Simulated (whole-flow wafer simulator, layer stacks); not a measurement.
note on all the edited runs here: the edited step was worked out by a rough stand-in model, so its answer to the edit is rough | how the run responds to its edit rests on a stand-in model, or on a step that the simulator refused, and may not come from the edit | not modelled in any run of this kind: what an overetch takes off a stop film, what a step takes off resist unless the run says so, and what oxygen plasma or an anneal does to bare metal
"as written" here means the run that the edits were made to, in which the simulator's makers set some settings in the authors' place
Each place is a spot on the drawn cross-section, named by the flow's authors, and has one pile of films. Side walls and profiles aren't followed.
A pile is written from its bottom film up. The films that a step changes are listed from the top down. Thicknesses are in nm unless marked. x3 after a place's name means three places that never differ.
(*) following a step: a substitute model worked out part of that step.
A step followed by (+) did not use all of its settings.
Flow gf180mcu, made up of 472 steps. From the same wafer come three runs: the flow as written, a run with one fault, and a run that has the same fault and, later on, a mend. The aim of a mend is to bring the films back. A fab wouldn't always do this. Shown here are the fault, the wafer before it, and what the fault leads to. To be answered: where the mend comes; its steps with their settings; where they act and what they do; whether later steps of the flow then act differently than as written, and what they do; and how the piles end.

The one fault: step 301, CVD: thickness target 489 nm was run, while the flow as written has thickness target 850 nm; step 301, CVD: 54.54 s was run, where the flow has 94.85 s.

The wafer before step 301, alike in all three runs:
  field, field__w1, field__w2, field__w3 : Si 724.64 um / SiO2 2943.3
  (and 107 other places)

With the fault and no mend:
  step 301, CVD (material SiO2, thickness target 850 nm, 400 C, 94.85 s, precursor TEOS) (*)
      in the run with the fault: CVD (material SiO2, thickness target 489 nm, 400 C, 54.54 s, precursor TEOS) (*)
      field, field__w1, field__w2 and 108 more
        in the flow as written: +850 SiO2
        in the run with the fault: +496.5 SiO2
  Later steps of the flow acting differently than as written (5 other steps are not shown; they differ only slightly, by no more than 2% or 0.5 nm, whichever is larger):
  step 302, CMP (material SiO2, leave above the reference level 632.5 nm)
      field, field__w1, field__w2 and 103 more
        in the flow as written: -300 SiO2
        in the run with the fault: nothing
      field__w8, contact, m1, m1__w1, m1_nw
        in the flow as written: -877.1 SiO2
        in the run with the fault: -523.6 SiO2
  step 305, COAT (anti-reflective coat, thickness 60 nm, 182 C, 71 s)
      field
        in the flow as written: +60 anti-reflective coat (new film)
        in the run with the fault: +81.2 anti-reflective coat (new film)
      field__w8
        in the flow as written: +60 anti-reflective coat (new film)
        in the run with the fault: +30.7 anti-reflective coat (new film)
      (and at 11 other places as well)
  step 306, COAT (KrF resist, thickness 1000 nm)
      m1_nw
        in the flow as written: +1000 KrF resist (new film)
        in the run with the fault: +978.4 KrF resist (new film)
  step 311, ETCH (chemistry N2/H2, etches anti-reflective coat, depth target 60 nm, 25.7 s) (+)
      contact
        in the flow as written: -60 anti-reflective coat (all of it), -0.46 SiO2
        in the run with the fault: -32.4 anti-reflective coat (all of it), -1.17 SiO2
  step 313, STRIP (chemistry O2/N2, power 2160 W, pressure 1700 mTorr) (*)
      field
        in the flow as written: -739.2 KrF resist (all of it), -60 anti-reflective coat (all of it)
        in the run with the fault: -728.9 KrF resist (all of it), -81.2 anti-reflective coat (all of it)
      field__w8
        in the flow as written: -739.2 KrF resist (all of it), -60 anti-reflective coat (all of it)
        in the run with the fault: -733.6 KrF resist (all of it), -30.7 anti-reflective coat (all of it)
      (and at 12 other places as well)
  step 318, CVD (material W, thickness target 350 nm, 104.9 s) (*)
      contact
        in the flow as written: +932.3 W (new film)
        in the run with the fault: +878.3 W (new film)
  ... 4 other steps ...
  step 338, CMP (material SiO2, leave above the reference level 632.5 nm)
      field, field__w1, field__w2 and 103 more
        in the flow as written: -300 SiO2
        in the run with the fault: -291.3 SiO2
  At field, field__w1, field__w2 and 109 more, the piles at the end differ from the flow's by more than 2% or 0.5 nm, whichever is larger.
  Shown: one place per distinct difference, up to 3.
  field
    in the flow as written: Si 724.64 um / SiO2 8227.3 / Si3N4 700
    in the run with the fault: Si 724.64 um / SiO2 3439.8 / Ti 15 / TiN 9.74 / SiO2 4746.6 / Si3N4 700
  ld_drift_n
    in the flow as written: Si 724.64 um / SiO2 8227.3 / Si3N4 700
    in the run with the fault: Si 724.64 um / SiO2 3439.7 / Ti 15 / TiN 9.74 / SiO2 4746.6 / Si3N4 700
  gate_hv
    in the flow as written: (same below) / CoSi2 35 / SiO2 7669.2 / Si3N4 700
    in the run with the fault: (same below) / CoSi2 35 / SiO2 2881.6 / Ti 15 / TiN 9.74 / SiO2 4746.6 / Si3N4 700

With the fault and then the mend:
  The mend follows step 301.
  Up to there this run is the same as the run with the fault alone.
  step 301a, CVD (material SiO2, thickness target 361 nm, 400 C, 40.28 s, precursor TEOS) (*) (the flow's step 301 again, with other settings)
      field, field__w1, field__w2 and 108 more
        +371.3 SiO2
  Later steps of the flow acting differently than as written:
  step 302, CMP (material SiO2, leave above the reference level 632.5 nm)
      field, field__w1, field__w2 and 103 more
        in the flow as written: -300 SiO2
        in the run with the mend: -317.8 SiO2
  At every place that both follow, the piles at the end match the flow's.
